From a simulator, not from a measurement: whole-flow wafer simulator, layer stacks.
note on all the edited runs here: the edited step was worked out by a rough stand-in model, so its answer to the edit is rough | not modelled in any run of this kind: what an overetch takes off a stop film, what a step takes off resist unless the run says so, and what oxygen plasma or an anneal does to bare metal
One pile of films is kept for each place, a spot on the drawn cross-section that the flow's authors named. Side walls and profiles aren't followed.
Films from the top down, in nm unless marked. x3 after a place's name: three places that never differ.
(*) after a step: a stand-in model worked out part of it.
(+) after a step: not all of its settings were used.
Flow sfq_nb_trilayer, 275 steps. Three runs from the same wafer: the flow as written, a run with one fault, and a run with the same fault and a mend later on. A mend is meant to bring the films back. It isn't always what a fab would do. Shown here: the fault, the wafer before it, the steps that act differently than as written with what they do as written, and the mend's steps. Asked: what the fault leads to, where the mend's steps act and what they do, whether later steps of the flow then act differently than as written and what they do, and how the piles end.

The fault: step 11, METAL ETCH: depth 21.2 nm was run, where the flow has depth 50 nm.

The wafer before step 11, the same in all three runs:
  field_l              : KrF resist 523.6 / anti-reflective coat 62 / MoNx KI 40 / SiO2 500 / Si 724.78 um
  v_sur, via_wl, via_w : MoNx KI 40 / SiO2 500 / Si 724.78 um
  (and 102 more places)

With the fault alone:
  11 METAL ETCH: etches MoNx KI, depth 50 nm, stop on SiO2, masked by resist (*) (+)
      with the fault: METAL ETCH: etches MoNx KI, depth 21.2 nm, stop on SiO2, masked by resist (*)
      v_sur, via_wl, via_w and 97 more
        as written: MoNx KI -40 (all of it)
        with the fault: MoNx KI -21.2
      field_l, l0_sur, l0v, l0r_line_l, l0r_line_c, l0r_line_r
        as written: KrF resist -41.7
        with the fault: KrF resist -17.7
  Later steps of the flow that act differently than as written (8 more steps differ only slightly, by at most 2% or 0.5 nm, whichever is larger, and aren't shown):
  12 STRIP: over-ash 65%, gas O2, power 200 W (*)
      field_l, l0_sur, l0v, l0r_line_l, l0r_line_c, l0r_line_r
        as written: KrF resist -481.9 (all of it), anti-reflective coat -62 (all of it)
        with the fault: KrF resist -505.9 (all of it), anti-reflective coat -62 (all of it)
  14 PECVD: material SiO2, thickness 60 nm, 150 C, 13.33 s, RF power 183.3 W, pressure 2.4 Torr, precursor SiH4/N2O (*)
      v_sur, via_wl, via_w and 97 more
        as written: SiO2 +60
        with the fault: SiO2 +60 (new film)
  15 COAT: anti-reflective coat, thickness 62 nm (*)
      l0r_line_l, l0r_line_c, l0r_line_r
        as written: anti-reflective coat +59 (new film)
        with the fault: anti-reflective coat +60.3 (new film)
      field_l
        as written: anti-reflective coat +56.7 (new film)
        with the fault: anti-reflective coat +59 (new film)
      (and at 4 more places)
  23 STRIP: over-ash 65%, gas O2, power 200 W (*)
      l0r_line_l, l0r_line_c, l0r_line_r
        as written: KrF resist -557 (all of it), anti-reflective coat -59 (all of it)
        with the fault: KrF resist -558.3 (all of it), anti-reflective coat -60.3 (all of it)
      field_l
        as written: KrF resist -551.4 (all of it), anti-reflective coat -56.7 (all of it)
        with the fault: KrF resist -555.4 (all of it), anti-reflective coat -59 (all of it)
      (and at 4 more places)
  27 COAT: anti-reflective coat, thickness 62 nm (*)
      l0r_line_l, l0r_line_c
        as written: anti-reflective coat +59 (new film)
        with the fault: anti-reflective coat +60.3 (new film)
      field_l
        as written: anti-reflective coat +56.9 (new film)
        with the fault: anti-reflective coat +59.1 (new film)
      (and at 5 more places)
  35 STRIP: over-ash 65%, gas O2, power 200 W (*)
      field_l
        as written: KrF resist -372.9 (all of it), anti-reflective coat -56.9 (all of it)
        with the fault: KrF resist -377.3 (all of it), anti-reflective coat -59.1 (all of it)
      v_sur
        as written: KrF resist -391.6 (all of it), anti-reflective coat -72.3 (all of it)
        with the fault: KrF resist -387.1 (all of it), anti-reflective coat -67.4 (all of it)
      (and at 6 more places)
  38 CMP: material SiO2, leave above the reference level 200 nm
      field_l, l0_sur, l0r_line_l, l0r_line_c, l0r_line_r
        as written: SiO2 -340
        with the fault: SiO2 -321.2
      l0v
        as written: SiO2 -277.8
        with the fault: SiO2 -259
  At the end the piles differ from the flow's by more than 2% or 0.5 nm, whichever is larger, at v_sur, via_wl, via_w and 97 more.
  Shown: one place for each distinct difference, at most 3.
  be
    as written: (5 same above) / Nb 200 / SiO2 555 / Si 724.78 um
    with the fault: (5 same above) / Nb 200 / SiO2 55 / MoNx KI 18.8 / SiO2 500 / Si 724.78 um
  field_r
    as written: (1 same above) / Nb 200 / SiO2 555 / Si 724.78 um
    with the fault: (1 same above) / Nb 200 / SiO2 55 / MoNx KI 18.8 / SiO2 500 / Si 724.78 um
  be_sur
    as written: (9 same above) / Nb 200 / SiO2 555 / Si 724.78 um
    with the fault: (9 same above) / Nb 200 / SiO2 55 / MoNx KI 18.8 / SiO2 500 / Si 724.78 um

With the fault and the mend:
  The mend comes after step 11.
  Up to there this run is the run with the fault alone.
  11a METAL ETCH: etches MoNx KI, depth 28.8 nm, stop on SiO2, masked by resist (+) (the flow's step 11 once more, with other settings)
      v_sur, via_wl, via_w and 97 more
        MoNx KI -18.8 (all of it)
      field_l, l0_sur, l0v, l0r_line_l, l0r_line_c, l0r_line_r
        KrF resist -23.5
  No later step of the flow acts differently than as written, at any place that is followed, by more than 2% or 0.5 nm, whichever is larger.
  At the end the piles are the same as the flow's at every place that both follow.
